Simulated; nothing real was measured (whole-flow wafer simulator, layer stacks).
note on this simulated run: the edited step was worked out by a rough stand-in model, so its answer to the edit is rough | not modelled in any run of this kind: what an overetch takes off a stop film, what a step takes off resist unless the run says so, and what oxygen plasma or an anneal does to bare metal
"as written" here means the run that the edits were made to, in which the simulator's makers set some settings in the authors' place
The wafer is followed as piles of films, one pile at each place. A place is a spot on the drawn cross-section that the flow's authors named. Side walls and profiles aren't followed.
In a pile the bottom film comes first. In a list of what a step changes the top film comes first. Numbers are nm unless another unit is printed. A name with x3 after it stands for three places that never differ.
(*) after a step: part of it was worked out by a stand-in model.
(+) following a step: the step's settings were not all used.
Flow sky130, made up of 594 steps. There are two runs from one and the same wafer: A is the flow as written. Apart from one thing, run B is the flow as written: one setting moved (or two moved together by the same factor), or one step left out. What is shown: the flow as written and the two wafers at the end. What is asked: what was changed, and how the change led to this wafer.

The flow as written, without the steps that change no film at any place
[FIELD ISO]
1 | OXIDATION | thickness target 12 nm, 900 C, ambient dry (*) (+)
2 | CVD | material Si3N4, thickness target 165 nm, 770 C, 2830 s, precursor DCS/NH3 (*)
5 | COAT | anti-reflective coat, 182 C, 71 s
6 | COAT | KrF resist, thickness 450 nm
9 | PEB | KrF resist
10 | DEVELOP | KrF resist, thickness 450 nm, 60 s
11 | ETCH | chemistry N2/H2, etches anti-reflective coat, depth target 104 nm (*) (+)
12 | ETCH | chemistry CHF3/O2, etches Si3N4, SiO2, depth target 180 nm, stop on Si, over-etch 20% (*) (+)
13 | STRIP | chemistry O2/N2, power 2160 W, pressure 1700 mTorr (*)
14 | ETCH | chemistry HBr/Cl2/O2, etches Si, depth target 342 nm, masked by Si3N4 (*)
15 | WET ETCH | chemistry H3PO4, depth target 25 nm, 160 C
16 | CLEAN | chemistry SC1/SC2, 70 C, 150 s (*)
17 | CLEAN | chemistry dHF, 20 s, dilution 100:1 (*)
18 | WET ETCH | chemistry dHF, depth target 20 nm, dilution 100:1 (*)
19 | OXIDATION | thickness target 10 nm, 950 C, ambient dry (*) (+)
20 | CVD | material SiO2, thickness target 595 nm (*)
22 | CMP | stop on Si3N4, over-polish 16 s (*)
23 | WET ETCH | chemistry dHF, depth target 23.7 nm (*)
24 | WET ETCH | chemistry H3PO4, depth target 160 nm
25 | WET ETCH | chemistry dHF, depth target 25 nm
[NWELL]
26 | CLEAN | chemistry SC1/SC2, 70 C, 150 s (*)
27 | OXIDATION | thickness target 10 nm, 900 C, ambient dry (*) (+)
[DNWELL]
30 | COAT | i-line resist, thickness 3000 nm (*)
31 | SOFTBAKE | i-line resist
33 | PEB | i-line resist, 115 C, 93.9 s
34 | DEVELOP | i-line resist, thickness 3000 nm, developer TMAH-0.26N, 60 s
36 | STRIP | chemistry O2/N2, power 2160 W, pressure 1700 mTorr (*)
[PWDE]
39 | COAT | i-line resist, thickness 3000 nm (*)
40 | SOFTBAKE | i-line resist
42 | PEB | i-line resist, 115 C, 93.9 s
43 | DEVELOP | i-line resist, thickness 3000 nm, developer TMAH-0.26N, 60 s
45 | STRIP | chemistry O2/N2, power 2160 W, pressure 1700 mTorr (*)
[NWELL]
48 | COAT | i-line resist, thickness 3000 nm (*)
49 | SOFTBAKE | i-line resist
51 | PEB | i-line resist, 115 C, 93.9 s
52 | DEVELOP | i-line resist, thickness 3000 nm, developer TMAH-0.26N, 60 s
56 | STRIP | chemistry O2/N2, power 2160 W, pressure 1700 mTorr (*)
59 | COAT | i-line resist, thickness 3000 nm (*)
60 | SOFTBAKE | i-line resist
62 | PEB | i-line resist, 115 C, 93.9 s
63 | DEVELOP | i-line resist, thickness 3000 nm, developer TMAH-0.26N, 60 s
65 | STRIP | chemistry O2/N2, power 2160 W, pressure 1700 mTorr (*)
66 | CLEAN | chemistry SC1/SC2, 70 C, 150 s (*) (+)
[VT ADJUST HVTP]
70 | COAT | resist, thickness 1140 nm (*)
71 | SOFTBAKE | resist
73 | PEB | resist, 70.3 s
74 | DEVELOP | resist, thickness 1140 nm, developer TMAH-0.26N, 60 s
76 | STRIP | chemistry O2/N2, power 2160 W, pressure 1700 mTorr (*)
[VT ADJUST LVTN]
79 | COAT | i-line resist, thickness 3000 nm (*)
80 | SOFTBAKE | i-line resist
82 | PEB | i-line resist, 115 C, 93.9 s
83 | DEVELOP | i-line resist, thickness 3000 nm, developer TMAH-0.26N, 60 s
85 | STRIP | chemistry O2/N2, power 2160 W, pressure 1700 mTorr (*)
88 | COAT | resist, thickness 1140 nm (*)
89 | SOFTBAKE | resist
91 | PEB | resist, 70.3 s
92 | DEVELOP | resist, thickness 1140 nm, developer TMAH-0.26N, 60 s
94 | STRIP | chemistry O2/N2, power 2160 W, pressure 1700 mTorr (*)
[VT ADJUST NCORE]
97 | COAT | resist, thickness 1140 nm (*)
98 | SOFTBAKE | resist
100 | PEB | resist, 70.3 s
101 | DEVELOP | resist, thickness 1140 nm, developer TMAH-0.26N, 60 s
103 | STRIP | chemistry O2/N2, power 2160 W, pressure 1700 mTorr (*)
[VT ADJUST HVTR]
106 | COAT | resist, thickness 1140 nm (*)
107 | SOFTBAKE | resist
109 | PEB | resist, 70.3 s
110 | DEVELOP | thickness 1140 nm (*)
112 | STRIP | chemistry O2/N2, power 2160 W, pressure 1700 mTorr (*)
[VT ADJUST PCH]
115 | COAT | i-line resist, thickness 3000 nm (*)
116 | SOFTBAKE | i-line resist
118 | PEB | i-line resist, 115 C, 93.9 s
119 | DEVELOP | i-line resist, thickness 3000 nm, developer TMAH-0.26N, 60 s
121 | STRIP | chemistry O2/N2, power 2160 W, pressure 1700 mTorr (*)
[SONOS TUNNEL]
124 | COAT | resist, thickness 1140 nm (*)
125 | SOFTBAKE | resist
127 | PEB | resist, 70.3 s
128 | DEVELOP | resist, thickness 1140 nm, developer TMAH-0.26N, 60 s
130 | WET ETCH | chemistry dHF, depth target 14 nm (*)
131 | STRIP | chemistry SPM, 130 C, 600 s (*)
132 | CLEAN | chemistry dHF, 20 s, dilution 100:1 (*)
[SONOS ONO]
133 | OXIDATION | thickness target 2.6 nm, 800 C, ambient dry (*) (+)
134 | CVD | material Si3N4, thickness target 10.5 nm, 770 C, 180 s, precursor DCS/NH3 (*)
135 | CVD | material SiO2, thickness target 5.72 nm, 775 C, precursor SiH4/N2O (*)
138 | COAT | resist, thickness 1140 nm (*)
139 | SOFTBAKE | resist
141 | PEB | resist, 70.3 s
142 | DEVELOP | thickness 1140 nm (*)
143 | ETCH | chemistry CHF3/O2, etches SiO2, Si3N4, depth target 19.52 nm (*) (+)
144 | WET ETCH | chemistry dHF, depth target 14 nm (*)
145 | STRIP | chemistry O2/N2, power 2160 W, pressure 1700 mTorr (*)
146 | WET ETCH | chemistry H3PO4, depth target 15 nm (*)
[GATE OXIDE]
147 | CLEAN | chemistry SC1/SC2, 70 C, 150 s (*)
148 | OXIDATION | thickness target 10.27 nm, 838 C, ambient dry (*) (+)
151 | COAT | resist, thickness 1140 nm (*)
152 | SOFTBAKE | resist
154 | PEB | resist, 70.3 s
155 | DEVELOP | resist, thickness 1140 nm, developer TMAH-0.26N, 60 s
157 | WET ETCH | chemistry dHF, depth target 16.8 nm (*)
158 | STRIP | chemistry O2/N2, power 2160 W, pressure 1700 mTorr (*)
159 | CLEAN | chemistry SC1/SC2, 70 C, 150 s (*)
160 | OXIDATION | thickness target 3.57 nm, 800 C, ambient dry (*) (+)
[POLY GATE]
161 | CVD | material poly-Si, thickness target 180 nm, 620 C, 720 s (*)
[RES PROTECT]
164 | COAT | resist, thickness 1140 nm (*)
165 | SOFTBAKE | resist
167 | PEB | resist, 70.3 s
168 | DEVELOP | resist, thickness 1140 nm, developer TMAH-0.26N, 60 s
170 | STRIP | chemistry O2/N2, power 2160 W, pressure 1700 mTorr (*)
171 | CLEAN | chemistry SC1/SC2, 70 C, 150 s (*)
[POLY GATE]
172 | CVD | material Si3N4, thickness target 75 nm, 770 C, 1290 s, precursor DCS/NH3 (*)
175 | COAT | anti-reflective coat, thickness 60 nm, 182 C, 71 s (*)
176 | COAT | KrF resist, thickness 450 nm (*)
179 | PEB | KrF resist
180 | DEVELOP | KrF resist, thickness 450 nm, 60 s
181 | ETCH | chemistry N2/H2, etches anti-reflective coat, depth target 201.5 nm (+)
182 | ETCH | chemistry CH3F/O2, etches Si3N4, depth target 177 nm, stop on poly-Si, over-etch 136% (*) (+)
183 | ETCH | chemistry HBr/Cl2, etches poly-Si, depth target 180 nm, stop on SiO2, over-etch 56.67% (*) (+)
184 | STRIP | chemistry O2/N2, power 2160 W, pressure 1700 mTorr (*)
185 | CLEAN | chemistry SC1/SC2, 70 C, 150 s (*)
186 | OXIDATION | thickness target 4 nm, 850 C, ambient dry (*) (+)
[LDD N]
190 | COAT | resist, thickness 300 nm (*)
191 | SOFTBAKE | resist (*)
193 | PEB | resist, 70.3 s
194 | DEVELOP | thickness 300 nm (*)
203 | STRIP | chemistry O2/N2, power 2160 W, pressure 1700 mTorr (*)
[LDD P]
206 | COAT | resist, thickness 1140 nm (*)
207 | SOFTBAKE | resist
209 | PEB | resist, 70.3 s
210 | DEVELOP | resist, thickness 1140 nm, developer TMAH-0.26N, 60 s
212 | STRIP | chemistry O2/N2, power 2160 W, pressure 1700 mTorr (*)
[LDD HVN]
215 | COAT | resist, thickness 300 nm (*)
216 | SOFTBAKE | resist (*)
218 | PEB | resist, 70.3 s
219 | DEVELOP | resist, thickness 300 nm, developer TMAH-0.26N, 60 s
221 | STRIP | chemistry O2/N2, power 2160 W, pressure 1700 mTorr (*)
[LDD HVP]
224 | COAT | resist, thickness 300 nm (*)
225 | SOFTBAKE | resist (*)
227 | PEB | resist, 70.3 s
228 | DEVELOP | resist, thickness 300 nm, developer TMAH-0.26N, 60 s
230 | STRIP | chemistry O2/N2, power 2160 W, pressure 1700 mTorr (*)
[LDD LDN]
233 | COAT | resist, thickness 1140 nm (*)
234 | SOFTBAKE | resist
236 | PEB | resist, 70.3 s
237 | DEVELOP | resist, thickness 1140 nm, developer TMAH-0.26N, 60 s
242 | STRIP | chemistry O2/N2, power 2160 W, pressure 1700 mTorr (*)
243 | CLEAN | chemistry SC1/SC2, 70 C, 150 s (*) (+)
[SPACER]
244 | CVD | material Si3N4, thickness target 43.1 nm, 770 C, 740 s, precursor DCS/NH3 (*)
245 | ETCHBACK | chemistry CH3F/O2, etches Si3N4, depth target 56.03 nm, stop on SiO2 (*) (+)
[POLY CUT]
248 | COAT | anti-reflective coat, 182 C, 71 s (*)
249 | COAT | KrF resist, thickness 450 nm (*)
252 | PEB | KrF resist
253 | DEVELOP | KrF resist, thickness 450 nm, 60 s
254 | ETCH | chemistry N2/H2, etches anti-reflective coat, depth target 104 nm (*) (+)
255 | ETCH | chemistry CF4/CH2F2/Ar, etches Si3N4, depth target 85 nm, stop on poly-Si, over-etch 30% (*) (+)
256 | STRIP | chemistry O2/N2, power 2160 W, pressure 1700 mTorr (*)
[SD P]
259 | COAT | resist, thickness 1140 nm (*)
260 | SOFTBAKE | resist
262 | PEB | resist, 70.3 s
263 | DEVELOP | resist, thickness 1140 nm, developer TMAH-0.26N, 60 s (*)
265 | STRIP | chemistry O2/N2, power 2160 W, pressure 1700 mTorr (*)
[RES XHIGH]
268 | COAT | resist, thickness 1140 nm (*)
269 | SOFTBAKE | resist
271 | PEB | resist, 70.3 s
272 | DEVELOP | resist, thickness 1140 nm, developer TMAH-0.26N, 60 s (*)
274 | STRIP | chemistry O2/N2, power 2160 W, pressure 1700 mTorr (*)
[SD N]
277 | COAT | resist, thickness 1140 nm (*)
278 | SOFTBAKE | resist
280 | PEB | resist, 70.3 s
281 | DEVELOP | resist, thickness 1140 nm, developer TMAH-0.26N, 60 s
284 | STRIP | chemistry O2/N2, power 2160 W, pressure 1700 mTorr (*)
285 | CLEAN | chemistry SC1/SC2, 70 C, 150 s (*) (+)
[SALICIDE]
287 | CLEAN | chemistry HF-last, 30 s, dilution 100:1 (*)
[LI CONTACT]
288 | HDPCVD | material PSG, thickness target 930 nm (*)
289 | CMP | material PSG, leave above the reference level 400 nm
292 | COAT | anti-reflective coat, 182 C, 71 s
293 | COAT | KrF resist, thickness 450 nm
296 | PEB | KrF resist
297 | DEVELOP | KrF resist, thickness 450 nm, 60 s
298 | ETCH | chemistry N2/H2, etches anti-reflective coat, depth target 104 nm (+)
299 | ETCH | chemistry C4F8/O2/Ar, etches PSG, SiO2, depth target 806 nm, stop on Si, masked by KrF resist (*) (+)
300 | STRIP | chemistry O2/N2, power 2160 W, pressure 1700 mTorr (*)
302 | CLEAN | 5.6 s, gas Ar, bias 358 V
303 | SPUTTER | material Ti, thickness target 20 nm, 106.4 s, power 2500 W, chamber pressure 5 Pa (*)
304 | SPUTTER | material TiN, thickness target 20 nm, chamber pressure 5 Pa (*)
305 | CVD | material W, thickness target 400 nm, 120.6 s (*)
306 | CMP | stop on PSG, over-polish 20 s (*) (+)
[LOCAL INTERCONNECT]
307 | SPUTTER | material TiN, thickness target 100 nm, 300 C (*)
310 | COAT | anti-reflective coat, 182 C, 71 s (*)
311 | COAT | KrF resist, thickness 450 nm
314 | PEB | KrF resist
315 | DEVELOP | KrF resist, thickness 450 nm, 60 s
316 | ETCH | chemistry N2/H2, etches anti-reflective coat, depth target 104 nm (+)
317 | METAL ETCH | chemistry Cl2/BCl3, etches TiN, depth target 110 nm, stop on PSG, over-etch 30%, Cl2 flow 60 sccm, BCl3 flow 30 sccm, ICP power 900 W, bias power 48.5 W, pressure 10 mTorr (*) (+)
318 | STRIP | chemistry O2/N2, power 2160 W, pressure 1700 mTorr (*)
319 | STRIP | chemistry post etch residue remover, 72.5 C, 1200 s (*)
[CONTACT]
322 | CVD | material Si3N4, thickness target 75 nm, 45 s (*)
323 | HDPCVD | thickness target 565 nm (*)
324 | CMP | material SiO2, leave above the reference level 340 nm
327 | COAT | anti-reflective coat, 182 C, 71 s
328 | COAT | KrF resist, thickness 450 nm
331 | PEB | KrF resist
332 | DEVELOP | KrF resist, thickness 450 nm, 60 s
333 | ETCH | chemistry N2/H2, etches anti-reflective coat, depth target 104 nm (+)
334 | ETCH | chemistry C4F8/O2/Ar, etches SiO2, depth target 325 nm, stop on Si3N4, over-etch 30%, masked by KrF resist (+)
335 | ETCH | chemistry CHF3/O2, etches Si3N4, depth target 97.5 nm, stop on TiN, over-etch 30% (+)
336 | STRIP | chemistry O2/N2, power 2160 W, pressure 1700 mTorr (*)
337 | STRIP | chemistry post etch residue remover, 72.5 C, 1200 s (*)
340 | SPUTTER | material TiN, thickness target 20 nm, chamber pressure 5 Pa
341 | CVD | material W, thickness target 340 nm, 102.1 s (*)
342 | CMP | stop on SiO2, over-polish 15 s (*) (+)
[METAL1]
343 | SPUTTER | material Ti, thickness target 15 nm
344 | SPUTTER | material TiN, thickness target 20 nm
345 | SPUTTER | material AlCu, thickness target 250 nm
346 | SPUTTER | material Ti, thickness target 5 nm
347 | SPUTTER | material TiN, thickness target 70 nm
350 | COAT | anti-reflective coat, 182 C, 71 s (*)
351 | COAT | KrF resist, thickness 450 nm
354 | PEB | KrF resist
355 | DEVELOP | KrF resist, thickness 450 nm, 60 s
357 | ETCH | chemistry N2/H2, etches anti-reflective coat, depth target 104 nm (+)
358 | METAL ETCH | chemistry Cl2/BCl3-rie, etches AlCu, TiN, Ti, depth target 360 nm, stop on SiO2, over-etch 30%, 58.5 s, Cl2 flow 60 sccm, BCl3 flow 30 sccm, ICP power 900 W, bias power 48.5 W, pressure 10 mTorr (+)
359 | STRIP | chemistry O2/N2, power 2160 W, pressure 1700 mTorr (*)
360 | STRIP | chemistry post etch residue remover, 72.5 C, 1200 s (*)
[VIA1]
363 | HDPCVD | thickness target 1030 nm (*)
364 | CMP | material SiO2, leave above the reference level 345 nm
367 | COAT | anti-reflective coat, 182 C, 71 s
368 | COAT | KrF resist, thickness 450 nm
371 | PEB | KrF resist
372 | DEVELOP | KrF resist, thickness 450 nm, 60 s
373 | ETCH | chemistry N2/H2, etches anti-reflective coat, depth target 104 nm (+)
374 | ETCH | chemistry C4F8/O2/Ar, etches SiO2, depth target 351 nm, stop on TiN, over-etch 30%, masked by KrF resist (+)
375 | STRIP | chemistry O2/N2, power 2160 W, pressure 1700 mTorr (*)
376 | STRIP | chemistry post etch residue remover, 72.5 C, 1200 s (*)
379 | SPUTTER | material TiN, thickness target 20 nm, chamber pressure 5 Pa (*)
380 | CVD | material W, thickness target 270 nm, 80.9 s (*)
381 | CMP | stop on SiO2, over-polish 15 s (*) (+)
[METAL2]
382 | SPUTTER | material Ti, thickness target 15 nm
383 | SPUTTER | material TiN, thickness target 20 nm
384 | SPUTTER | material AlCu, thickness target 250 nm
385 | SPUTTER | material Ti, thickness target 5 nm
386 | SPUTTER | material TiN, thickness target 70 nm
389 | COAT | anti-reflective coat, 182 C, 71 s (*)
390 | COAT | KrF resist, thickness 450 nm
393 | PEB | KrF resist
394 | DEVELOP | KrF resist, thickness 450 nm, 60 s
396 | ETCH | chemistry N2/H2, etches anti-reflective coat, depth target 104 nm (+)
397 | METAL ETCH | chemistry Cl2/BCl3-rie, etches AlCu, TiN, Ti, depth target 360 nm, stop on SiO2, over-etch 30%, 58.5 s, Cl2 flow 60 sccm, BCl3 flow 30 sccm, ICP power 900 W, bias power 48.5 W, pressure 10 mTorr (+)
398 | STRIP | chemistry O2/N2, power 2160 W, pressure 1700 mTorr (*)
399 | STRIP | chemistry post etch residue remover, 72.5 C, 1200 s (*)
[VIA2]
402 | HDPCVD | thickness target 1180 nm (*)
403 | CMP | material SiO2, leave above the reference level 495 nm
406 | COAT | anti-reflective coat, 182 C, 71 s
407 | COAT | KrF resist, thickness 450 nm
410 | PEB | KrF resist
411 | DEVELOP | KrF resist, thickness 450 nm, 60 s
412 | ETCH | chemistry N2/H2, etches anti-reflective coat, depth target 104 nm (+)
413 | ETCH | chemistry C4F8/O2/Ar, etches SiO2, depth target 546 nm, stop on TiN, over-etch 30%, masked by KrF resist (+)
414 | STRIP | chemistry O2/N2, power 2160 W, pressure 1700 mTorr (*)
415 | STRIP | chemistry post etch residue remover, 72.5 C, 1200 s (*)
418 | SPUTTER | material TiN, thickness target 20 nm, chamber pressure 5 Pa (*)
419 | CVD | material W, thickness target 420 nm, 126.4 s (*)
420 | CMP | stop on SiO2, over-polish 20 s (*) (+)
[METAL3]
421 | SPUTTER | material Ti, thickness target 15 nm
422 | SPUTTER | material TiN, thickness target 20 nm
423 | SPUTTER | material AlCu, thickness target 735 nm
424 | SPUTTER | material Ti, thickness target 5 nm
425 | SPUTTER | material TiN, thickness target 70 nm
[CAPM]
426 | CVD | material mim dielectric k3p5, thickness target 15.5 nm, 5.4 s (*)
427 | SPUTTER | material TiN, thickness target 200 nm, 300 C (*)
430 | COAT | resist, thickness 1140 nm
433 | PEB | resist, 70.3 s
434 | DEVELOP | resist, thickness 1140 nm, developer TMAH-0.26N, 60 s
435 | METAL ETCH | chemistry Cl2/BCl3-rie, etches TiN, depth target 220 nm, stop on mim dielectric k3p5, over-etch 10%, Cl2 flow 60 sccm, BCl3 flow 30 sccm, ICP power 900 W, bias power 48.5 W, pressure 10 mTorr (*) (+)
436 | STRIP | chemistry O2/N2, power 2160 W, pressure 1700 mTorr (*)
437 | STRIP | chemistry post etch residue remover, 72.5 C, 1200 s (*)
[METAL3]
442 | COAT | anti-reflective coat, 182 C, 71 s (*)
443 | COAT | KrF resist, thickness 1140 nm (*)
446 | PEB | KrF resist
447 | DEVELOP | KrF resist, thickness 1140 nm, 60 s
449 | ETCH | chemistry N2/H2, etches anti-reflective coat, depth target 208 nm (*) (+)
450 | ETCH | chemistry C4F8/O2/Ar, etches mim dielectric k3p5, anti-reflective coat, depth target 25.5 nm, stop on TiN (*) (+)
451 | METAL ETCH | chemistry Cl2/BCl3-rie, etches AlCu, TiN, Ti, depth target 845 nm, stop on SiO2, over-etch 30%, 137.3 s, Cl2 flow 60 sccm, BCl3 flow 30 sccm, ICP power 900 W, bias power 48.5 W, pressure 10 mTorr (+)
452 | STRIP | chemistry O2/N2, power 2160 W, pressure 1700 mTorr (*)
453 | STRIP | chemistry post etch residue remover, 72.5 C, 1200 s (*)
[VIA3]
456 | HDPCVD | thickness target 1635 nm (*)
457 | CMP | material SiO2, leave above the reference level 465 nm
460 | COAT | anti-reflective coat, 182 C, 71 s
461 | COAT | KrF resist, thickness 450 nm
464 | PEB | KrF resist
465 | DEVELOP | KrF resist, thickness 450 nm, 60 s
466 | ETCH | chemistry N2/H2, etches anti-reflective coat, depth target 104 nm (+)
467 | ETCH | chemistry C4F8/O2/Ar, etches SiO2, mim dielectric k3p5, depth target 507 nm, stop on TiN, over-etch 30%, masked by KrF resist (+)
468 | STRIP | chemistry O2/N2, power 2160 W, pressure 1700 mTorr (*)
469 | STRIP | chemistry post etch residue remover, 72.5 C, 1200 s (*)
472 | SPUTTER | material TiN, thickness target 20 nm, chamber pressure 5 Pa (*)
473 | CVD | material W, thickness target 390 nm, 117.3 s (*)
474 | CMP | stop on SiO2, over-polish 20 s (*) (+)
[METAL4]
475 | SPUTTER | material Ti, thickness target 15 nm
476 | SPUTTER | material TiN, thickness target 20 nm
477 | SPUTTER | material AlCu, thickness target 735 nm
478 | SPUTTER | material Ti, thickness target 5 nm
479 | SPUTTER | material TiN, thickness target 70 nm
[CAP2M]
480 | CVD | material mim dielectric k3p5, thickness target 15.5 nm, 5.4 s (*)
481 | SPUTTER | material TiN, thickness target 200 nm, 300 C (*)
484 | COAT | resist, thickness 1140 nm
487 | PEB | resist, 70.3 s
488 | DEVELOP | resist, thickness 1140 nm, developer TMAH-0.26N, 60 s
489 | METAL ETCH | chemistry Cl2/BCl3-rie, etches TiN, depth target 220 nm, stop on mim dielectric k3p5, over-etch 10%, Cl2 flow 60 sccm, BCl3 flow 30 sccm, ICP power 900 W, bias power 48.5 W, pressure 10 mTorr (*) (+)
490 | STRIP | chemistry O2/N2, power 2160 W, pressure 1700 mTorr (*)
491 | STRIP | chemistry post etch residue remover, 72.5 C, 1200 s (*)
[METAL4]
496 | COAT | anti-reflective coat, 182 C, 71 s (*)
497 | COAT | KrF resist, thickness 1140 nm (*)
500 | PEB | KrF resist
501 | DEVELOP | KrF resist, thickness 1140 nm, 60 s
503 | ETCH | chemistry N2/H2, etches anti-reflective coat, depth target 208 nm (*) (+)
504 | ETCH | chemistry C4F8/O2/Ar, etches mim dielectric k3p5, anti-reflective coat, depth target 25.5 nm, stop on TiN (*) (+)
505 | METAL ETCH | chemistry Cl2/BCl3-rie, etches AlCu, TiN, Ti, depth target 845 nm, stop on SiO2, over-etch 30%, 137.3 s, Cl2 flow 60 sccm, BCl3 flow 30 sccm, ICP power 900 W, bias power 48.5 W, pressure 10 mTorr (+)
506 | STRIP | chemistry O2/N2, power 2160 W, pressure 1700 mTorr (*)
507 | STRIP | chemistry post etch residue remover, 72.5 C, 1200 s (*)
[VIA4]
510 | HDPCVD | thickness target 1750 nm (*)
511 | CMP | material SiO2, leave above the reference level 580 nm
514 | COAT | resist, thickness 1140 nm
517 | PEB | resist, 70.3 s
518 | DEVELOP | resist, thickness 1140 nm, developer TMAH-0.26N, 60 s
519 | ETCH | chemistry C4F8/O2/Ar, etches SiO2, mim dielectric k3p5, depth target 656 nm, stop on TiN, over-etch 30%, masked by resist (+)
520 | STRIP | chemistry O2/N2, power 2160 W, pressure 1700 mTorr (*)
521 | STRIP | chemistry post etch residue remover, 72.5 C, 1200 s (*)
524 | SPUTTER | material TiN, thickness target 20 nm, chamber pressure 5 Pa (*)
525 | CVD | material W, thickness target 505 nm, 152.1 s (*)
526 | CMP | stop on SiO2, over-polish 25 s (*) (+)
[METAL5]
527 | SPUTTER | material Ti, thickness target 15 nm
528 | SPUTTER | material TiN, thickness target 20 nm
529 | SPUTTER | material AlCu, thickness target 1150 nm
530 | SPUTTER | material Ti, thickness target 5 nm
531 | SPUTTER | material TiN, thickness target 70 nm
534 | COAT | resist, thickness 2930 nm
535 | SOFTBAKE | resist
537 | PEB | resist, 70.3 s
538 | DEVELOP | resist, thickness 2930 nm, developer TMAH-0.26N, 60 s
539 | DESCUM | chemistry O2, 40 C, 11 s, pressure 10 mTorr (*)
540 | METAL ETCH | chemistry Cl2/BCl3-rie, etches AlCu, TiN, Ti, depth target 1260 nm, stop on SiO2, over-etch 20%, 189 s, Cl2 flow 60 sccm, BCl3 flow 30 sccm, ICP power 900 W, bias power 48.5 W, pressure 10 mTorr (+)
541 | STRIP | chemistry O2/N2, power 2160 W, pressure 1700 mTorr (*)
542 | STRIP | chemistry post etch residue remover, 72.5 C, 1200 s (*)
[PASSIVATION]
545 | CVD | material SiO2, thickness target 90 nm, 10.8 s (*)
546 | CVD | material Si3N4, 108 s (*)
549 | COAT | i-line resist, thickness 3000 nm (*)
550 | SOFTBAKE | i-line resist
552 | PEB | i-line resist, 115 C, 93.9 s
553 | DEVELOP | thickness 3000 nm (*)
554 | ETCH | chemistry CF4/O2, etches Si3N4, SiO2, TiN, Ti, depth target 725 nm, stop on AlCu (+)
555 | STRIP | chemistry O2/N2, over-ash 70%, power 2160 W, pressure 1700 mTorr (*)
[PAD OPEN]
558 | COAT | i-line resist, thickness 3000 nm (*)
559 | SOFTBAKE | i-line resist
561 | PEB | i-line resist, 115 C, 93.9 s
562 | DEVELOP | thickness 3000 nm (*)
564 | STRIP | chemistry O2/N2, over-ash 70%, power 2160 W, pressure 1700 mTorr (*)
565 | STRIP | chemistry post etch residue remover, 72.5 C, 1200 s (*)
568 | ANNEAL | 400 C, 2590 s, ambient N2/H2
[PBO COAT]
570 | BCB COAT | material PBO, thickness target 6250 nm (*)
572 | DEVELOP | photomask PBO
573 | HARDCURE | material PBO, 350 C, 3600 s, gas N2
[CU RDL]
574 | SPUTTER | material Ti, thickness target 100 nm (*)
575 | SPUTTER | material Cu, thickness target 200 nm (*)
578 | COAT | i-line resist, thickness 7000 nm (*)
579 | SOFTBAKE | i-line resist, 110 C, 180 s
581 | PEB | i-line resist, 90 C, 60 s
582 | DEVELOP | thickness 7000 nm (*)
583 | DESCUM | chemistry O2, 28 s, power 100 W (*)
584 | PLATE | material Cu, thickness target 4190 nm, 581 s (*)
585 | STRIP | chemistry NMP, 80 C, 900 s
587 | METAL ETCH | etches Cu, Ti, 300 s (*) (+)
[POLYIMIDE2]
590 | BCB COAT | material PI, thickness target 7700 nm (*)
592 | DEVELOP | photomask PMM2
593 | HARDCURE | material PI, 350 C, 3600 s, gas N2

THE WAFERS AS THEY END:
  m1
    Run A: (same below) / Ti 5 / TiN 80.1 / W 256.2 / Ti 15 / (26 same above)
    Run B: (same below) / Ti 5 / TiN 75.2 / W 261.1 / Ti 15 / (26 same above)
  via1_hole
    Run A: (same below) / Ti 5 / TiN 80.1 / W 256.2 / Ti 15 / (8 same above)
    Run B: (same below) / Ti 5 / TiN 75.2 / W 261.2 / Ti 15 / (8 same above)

The reason: step 379, SPUTTER: thickness target 11 nm was run, though the flow has thickness target 20 nm.

Step by step, how the change led to this:
  379 | SPUTTER | material TiN, thickness target 20 nm, chamber pressure 5 Pa (*)
      field, active, n_well and 186 more: A TiN gains 20 (new film) | B TiN gains 11 (new film)
      m1: A TiN gains 11 | B TiN gains 6.05
      (as well as at 1 more place)
  381 | CMP | stop on SiO2, over-polish 15 s (*) (+)
      field, active, n_well and 186 more: A W loses 270 (all of it), TiN loses 20 (all of it), SiO2 loses 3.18 | B W loses 270 (all of it), TiN loses 11 (all of it), SiO2 loses 3.18
      m1, via1_hole: A W loses 293.6 | B W loses 284.6
